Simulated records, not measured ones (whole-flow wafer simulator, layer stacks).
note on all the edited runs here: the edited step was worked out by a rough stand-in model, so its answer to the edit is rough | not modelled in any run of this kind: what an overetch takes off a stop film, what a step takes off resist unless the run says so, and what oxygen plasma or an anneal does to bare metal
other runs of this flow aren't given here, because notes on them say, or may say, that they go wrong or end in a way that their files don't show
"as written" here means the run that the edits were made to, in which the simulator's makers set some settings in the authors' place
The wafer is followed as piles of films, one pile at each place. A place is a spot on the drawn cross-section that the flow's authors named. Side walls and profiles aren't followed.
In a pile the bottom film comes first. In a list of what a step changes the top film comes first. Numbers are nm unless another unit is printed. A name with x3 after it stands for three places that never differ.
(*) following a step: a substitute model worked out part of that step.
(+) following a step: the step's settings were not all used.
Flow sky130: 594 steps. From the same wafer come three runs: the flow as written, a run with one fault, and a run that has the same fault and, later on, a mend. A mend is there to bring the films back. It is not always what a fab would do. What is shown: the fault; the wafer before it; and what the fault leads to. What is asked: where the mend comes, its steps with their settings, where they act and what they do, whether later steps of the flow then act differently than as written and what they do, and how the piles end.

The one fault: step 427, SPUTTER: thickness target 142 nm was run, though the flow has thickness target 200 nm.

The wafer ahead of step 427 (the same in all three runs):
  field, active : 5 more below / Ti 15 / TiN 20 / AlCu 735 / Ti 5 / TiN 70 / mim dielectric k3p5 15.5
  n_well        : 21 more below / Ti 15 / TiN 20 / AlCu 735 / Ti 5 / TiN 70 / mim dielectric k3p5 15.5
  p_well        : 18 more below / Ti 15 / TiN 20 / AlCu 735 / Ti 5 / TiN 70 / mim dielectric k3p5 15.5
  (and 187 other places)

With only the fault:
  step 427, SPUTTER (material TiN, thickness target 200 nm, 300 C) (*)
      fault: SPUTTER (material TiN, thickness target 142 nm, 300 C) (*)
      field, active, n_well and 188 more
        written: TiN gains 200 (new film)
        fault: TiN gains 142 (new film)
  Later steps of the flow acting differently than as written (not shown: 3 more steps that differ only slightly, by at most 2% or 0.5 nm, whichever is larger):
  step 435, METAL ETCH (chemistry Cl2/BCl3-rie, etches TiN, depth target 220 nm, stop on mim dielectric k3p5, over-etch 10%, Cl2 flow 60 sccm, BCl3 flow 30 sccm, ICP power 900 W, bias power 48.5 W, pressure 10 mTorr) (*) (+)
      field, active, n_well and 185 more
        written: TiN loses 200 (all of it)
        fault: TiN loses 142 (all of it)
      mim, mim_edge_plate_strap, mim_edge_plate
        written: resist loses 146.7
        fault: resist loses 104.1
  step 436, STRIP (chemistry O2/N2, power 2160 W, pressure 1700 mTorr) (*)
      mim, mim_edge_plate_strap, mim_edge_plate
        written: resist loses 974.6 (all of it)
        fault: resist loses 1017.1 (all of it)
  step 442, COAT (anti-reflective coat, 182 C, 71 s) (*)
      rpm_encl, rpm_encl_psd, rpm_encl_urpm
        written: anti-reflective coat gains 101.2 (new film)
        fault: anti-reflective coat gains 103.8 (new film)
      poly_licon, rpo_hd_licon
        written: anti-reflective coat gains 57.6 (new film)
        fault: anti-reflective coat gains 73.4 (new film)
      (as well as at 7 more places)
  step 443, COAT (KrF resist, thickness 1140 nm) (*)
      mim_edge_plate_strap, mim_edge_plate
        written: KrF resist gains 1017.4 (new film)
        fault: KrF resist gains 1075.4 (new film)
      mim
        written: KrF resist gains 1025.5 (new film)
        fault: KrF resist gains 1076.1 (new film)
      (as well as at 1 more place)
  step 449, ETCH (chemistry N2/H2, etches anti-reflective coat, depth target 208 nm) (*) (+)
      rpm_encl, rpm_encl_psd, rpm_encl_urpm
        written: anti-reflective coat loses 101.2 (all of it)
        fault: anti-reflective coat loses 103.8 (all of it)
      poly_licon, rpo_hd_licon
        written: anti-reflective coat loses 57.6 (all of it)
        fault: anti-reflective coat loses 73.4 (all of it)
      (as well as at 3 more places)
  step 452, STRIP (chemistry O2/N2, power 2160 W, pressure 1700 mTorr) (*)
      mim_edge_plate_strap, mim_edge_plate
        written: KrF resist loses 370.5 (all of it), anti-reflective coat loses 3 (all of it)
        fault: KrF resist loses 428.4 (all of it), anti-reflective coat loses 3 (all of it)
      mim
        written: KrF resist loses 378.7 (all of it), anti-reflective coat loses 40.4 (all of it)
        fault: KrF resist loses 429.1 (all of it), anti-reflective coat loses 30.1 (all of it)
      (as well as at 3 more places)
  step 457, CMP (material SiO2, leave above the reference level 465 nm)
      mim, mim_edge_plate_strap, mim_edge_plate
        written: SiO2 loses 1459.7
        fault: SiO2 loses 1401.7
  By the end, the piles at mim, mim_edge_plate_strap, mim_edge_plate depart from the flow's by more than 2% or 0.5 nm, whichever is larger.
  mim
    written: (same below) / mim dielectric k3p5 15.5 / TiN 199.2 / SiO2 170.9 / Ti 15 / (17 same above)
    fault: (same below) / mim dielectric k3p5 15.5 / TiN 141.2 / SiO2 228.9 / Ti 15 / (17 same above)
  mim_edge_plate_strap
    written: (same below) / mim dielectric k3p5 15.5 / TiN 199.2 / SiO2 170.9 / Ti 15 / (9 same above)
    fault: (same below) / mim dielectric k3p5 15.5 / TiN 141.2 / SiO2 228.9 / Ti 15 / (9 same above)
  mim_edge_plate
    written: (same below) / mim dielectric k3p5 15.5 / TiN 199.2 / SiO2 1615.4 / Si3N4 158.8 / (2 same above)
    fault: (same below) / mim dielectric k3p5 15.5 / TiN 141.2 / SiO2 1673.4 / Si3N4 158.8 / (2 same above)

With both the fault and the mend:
  The mend follows step 434.
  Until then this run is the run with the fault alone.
  step 434a, STRIP (chemistry O2/N2, power 2160 W, pressure 1700 mTorr) (*)
      mim, mim_edge_plate_strap, mim_edge_plate
        resist loses 1121.3 (all of it)
  step 434b, SPUTTER (material TiN, thickness target 58 nm, 300 C) (*) (the flow's step 427, run once more with other settings)
      field, active, n_well and 188 more
        TiN gains 58
  step 434c, HMDS (120 C, 60 s) (the flow's step 429, run once more)
      leaves every film unchanged at each place that is followed
  step 434d, COAT (resist, thickness 1140 nm) (the flow's step 430, run once more)
      field, active, n_well and 186 more
        resist gains 1140 (new film)
      m1, via2_hole
        resist gains 1140.6 (new film)
  step 434e, SOFTBAKE (resist) (the flow's step 431, run once more)
      leaves every film unchanged at each place that is followed
  step 434f, EXPOSE (photomask CAPM, dose 177.7 mJ/cm2, NA 0.6, wavelength 365 nm) (*) (the flow's step 432, run once more)
      leaves every film unchanged at each place that is followed
  step 434g, PEB (resist, 70.3 s) (the flow's step 433, run once more)
      field, active, n_well and 188 more
        resist loses 18.7
  step 434h, DEVELOP (resist, thickness 1140 nm, developer TMAH-0.26N, 60 s) (the flow's step 434, run once more)
      field, active, n_well and 183 more
        resist loses 1121.3 (all of it)
      m1, via2_hole
        resist loses 1121.9 (all of it)
  Every later step of the flow that is run acts as written at every place that is followed.
  The piles end the same as the flow's at every place that both follow.
